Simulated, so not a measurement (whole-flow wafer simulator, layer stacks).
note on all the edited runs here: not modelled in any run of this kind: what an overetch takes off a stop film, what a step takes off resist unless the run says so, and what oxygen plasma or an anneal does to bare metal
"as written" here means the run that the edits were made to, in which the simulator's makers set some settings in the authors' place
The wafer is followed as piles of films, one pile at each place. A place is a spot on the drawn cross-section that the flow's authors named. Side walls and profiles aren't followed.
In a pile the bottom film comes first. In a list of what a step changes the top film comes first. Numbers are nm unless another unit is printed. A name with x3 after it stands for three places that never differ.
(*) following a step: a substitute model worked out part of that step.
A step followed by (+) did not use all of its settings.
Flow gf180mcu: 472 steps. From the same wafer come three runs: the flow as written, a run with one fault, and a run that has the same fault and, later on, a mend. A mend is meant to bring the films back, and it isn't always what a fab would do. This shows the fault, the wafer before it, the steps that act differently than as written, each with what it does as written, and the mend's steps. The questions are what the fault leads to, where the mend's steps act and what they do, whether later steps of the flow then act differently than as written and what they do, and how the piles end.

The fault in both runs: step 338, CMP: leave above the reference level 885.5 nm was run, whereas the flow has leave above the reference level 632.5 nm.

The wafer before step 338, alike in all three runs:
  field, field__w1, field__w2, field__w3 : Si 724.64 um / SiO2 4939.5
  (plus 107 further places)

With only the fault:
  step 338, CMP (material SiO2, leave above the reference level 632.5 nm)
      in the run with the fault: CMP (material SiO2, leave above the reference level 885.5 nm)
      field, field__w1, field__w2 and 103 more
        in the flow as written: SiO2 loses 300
        in the run with the fault: SiO2 loses 47
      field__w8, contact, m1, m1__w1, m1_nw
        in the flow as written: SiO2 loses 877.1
        in the run with the fault: SiO2 loses 624.1
  Steps further on in the flow that do not act as written:
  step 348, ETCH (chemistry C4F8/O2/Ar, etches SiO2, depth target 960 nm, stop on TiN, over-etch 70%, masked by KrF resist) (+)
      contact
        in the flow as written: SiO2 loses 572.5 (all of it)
        in the run with the fault: SiO2 loses 825.5 (all of it)
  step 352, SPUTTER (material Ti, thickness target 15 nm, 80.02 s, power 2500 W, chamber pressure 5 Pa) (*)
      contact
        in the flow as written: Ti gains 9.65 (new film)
        in the run with the fault: Ti gains 8.34 (new film)
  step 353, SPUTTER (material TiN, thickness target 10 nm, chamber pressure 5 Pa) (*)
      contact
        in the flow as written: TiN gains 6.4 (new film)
        in the run with the fault: TiN gains 5.52 (new film)
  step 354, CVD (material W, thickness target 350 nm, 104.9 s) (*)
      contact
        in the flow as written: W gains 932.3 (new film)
        in the run with the fault: W gains 1187.5 (new film)
  At field, field__w1, field__w2 and 109 more, the piles at the end differ from the flow's by more than 2% or 0.5 nm, whichever is larger.
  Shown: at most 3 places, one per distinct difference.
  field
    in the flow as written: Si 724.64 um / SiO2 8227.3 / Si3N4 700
    in the run with the fault: Si 724.64 um / SiO2 8480.3 / Si3N4 700
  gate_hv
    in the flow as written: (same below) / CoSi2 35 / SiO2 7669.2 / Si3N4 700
    in the run with the fault: (same below) / CoSi2 35 / SiO2 7922.2 / Si3N4 700
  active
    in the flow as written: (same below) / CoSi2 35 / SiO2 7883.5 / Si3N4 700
    in the run with the fault: (same below) / CoSi2 35 / SiO2 8136.5 / Si3N4 700

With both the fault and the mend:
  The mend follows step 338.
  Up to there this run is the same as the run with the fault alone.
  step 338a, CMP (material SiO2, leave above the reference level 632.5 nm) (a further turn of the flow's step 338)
      field, field__w1, field__w2 and 108 more
        SiO2 loses 253
  Later steps of the flow that are run all act as written at every place that is followed.
  The piles end the same as the flow's at every place that both follow.
